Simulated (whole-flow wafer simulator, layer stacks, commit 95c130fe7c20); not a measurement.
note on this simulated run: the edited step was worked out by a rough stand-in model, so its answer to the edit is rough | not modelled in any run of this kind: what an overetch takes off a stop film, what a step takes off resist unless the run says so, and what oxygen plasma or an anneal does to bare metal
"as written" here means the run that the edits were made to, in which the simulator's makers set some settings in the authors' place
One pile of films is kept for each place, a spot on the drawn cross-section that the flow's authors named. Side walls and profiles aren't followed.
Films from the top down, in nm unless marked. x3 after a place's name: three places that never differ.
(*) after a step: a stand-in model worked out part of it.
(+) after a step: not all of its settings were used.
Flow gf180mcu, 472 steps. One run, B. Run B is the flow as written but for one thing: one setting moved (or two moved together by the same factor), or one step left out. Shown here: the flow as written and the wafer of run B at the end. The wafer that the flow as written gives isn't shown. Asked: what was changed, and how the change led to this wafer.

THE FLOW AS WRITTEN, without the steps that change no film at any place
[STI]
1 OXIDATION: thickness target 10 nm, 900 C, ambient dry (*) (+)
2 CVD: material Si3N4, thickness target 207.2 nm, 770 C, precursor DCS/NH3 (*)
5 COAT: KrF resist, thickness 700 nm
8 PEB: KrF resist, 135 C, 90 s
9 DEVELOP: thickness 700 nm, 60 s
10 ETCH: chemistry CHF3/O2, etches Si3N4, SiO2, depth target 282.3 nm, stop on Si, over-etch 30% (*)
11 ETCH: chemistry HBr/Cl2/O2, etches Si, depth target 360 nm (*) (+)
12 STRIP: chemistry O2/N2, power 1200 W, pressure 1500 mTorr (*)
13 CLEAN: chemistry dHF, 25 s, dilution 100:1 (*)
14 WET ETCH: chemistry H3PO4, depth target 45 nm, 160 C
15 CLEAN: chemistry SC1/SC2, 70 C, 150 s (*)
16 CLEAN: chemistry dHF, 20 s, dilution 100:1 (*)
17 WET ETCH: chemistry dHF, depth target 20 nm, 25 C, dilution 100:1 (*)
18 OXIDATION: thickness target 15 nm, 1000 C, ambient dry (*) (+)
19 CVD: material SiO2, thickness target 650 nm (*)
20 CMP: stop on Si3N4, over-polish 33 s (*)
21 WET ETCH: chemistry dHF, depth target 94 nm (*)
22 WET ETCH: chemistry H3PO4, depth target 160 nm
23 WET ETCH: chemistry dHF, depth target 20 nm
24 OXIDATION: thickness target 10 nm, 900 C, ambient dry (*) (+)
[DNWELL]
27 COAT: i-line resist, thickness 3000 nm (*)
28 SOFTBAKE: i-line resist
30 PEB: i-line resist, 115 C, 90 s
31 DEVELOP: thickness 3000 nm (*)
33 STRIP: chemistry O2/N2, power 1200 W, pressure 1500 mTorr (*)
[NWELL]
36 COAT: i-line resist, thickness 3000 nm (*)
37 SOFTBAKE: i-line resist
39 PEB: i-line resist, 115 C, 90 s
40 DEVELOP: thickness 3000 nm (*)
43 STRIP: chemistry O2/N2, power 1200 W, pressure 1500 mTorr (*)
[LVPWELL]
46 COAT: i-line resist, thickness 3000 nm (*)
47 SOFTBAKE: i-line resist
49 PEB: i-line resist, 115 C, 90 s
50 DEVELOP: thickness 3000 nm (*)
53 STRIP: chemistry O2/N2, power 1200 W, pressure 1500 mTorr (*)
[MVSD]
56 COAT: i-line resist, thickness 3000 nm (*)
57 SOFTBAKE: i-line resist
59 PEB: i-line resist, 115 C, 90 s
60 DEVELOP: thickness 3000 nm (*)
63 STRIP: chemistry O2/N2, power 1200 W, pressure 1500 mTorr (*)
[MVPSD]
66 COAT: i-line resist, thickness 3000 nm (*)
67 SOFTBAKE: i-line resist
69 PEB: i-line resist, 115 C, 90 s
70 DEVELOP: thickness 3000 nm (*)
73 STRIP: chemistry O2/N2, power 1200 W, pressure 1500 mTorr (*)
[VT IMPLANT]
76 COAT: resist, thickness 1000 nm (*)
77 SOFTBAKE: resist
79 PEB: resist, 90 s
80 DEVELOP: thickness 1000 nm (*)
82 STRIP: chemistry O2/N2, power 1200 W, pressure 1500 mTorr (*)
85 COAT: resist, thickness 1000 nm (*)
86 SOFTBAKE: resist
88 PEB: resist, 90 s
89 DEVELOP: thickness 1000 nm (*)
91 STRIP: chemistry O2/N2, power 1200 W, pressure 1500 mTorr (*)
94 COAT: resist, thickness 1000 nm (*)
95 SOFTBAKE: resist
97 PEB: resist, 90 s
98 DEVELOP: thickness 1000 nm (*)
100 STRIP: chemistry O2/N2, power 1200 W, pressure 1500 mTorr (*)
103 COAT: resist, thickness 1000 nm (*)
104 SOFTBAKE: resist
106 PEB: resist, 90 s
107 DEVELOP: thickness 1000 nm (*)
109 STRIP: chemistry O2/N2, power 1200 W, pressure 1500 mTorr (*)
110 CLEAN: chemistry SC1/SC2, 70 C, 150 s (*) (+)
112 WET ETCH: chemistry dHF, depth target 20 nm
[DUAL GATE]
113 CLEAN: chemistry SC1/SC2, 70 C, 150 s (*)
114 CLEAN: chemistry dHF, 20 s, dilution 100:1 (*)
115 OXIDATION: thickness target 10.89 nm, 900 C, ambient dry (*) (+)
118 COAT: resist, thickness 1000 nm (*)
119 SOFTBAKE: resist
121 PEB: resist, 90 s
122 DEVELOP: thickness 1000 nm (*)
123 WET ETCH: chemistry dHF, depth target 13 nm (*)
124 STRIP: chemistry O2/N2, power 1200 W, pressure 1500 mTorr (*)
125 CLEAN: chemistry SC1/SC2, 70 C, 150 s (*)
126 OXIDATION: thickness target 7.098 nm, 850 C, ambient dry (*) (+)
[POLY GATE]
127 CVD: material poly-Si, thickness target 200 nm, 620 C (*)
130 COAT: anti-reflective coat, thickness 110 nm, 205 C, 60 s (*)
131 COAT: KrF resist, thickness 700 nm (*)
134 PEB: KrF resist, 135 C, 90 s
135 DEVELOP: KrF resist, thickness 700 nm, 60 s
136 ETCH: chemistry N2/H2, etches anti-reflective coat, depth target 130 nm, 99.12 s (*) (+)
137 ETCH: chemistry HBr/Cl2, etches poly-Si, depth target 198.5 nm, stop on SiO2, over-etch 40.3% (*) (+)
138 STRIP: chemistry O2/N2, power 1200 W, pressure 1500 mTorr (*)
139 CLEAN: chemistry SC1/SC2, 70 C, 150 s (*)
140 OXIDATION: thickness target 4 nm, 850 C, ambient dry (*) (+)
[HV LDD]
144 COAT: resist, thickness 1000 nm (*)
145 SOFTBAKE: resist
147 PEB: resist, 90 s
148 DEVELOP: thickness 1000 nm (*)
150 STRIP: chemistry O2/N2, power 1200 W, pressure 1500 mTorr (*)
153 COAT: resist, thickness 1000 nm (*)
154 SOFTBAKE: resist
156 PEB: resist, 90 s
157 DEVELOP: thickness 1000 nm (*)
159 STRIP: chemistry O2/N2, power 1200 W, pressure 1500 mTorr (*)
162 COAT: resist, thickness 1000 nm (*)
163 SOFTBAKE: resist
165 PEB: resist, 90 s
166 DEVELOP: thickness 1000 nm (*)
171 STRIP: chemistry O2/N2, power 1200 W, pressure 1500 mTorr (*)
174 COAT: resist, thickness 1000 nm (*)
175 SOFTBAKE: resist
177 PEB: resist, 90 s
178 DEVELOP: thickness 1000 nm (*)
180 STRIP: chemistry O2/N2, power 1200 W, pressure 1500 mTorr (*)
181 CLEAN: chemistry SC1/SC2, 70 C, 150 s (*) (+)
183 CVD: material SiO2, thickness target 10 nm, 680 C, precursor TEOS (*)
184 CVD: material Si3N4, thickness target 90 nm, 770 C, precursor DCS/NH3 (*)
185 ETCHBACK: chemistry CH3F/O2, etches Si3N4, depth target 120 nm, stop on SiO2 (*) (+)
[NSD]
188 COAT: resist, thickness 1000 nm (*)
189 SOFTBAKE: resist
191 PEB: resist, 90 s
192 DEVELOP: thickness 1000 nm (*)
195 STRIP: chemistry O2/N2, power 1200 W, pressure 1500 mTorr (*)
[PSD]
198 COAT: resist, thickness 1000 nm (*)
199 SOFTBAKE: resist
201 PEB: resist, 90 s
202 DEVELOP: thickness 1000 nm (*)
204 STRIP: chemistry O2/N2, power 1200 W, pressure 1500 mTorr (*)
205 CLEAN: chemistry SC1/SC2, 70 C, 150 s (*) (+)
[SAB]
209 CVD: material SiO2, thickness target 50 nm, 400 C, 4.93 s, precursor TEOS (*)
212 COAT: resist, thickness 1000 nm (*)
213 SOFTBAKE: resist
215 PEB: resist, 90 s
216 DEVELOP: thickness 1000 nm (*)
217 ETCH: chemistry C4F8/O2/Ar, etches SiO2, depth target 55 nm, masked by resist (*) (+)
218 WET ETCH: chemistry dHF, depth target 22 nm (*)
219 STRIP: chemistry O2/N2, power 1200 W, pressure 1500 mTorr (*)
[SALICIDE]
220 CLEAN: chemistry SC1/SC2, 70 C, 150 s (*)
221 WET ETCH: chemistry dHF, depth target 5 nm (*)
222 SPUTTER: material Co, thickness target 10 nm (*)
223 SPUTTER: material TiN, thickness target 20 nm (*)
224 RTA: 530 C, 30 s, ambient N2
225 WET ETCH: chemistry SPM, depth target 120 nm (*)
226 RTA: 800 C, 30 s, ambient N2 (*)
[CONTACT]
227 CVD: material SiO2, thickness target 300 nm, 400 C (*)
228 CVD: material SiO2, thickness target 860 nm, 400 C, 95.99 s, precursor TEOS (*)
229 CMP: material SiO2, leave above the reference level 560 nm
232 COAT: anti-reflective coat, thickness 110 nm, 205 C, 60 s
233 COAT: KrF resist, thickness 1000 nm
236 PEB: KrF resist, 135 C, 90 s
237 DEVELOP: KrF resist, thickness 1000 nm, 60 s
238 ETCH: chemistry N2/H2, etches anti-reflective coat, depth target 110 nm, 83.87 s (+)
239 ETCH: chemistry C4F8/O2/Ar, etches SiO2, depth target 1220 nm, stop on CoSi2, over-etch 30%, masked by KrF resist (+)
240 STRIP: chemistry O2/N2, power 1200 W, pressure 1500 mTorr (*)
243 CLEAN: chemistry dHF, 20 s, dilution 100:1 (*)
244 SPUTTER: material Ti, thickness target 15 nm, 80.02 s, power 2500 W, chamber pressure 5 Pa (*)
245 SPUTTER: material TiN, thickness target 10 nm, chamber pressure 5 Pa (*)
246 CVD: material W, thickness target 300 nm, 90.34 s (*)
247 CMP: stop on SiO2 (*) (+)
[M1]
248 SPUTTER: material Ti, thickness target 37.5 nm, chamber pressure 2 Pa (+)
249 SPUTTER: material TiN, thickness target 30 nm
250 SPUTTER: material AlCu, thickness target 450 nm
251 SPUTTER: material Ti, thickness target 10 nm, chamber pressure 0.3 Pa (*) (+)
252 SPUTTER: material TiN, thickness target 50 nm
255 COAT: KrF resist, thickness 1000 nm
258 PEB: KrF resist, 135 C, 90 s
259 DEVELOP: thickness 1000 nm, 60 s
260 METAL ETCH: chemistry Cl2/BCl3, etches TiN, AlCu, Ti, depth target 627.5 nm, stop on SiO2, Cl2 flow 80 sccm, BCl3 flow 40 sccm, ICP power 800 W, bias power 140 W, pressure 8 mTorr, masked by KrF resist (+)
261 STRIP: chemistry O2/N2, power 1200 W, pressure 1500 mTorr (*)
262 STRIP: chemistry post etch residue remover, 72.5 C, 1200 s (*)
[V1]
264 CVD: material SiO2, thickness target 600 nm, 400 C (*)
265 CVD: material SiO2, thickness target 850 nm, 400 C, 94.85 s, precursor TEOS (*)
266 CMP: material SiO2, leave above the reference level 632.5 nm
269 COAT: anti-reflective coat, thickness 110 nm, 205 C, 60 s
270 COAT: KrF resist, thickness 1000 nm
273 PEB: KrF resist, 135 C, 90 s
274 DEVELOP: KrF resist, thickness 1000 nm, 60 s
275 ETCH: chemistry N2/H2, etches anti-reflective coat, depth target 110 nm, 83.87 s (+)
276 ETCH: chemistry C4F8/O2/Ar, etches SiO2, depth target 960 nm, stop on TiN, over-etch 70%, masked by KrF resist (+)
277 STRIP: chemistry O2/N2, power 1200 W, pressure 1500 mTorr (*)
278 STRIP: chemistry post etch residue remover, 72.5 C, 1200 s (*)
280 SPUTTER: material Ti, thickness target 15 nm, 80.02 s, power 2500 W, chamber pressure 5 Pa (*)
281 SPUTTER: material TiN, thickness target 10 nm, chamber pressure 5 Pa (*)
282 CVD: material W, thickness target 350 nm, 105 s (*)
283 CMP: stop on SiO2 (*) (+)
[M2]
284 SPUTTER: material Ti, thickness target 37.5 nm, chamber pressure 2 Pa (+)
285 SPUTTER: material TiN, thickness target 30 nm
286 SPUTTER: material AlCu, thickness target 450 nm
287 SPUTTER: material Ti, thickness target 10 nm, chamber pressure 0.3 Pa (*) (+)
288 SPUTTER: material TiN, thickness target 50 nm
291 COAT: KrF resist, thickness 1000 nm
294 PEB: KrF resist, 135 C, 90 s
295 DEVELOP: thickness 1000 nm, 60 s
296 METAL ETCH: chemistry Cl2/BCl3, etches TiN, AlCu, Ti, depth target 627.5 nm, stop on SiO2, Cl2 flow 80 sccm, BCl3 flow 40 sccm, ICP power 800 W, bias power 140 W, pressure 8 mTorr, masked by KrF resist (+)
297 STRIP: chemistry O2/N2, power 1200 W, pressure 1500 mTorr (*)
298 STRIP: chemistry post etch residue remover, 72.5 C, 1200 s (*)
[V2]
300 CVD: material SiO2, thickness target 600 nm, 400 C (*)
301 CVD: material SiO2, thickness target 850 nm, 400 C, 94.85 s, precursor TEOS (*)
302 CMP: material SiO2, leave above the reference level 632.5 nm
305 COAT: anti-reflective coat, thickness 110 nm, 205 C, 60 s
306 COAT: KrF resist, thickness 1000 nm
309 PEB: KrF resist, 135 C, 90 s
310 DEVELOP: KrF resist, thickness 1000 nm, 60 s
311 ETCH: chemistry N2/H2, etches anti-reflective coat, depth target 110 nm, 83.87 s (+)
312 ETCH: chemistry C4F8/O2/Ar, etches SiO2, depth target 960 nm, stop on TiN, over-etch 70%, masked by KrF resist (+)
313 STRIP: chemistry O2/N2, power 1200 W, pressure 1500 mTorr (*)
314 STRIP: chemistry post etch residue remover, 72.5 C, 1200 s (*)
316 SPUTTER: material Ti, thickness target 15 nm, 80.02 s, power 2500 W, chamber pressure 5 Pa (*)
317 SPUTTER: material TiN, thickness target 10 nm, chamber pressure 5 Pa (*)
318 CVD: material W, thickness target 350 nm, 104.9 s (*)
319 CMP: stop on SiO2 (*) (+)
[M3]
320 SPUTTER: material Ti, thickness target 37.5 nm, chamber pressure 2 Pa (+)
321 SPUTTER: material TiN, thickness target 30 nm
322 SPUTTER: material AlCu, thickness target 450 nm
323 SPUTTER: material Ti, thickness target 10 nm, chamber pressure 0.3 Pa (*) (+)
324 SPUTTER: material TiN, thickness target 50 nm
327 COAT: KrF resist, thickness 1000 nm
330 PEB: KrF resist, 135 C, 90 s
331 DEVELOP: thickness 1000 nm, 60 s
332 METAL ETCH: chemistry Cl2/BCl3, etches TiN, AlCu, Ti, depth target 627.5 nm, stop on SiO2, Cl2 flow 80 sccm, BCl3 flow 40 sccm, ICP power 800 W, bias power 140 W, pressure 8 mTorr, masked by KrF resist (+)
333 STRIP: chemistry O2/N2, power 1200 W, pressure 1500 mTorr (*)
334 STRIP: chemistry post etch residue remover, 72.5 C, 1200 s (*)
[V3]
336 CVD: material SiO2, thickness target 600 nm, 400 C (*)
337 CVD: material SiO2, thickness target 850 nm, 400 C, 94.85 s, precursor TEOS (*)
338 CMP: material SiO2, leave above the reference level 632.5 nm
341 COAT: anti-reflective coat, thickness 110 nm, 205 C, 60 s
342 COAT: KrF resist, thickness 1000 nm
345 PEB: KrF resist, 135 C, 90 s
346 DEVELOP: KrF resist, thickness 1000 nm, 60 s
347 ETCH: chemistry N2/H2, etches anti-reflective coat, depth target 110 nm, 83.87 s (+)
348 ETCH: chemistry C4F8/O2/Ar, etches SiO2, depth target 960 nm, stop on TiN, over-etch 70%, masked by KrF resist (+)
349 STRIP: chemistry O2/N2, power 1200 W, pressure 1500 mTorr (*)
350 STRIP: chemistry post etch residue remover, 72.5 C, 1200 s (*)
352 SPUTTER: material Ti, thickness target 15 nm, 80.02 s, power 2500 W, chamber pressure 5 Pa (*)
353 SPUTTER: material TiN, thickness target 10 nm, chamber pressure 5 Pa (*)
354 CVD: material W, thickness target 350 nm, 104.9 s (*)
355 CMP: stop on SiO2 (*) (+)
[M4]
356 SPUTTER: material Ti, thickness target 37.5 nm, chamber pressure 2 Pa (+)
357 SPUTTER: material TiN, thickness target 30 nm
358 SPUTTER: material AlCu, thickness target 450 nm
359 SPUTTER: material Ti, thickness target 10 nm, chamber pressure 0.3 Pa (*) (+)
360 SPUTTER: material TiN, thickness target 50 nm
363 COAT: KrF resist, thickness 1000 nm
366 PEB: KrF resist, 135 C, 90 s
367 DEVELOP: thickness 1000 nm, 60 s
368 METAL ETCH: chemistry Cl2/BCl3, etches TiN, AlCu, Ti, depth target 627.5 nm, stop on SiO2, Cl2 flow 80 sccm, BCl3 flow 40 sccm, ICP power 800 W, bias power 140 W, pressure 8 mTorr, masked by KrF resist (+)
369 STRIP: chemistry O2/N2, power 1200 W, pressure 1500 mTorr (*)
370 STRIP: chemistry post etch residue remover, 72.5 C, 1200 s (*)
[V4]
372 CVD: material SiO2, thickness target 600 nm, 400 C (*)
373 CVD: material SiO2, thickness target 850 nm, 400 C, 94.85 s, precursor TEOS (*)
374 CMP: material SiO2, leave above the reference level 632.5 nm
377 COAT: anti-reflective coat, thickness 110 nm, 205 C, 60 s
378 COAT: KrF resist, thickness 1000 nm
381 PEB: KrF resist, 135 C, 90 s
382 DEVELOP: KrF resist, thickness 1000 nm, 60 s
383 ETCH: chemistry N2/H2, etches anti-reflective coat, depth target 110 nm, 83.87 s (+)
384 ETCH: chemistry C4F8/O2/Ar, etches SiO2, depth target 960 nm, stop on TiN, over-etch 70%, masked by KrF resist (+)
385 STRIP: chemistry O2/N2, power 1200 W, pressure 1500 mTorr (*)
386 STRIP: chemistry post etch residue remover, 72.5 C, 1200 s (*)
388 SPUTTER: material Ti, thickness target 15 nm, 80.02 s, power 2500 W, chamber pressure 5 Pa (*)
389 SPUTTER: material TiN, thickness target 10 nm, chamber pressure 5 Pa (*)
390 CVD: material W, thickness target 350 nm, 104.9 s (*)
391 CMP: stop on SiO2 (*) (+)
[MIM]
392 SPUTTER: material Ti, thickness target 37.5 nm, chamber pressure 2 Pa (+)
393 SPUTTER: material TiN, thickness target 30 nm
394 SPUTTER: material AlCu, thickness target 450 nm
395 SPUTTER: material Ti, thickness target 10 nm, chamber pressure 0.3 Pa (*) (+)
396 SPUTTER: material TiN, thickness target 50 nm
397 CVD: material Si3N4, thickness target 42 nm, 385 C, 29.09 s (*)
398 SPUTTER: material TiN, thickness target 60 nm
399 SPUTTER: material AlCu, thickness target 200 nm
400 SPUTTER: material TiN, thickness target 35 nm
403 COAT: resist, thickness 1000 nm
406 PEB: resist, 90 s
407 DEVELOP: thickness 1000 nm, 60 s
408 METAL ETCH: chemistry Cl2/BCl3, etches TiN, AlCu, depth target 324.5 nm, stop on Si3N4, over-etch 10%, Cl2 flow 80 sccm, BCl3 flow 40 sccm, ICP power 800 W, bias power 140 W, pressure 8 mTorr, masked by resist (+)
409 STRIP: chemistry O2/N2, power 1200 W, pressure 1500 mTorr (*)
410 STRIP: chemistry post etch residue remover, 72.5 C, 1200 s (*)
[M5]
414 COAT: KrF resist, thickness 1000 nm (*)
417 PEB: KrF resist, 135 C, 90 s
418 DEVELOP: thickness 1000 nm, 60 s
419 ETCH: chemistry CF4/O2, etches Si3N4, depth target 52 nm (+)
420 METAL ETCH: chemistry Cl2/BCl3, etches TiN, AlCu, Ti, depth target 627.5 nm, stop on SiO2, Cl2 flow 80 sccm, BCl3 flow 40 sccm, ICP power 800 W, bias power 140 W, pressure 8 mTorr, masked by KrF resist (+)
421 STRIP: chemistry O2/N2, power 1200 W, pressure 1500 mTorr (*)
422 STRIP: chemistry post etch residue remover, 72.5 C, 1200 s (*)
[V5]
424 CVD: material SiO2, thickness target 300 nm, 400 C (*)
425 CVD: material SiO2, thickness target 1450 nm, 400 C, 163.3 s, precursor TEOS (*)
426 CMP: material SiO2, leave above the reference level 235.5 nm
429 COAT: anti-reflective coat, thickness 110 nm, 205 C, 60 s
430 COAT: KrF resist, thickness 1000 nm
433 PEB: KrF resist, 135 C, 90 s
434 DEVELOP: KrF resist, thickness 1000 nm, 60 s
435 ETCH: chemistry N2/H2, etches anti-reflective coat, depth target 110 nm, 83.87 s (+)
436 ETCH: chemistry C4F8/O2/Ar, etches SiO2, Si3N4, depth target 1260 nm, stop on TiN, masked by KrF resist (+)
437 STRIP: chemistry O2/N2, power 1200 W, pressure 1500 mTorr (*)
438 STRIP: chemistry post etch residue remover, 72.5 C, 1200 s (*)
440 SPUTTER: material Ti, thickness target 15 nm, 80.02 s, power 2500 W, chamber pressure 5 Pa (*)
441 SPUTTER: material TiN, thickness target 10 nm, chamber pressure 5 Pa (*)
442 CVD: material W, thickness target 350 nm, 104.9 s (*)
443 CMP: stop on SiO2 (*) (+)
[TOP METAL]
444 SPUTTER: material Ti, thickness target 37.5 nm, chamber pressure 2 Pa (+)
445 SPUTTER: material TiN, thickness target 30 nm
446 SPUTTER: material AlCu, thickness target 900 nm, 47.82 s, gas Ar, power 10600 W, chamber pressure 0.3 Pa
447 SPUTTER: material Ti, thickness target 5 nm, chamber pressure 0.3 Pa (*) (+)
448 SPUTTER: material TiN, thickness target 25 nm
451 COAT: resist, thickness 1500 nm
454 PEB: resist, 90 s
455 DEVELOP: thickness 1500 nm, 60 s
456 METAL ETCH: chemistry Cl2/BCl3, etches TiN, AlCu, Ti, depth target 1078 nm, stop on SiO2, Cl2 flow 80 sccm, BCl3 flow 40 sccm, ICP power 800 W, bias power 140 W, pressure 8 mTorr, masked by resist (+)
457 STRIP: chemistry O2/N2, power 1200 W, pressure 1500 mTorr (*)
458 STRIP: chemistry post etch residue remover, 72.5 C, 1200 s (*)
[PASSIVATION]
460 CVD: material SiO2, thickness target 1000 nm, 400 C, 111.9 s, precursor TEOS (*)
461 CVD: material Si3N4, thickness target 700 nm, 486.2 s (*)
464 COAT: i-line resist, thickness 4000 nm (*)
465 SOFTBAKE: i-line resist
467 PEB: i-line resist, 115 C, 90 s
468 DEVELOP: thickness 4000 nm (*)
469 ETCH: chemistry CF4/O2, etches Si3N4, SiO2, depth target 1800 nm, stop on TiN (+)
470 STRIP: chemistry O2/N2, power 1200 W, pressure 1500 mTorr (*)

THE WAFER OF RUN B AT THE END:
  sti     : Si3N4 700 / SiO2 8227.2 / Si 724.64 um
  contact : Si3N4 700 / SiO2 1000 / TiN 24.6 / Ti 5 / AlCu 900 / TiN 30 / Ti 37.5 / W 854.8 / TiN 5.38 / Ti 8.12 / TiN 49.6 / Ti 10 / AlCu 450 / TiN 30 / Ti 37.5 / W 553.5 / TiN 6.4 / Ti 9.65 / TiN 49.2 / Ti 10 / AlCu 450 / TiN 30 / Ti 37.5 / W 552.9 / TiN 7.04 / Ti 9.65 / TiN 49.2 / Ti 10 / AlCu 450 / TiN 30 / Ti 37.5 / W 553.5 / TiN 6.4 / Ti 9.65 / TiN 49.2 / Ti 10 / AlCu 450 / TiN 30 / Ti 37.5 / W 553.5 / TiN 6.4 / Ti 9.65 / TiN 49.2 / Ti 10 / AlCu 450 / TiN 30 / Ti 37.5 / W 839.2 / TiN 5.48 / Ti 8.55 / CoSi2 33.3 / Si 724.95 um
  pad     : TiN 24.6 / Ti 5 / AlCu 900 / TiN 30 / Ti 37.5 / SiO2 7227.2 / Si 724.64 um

The cause: step 353, SPUTTER: thickness target 11 nm was run, where the flow has thickness target 10 nm.

How the change led to this, step by step:
  353 SPUTTER: material TiN, thickness target 10 nm, chamber pressure 5 Pa (*)
      field, field__w1, field__w2 and 107 more: TiN +11 (new film) (as written it would be: TiN +10 (new film))
      contact: TiN +7.04 (new film) (as written it would be: TiN +6.4 (new film))
  355 CMP: stop on SiO2 (*) (+)
      field, field__w1, field__w2 and 107 more: W -350 (all of it), TiN -11 (all of it), Ti -15 (all of it), SiO2 -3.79 (as written it would be: W -350 (all of it), TiN -10 (all of it), Ti -15 (all of it), SiO2 -3.78)
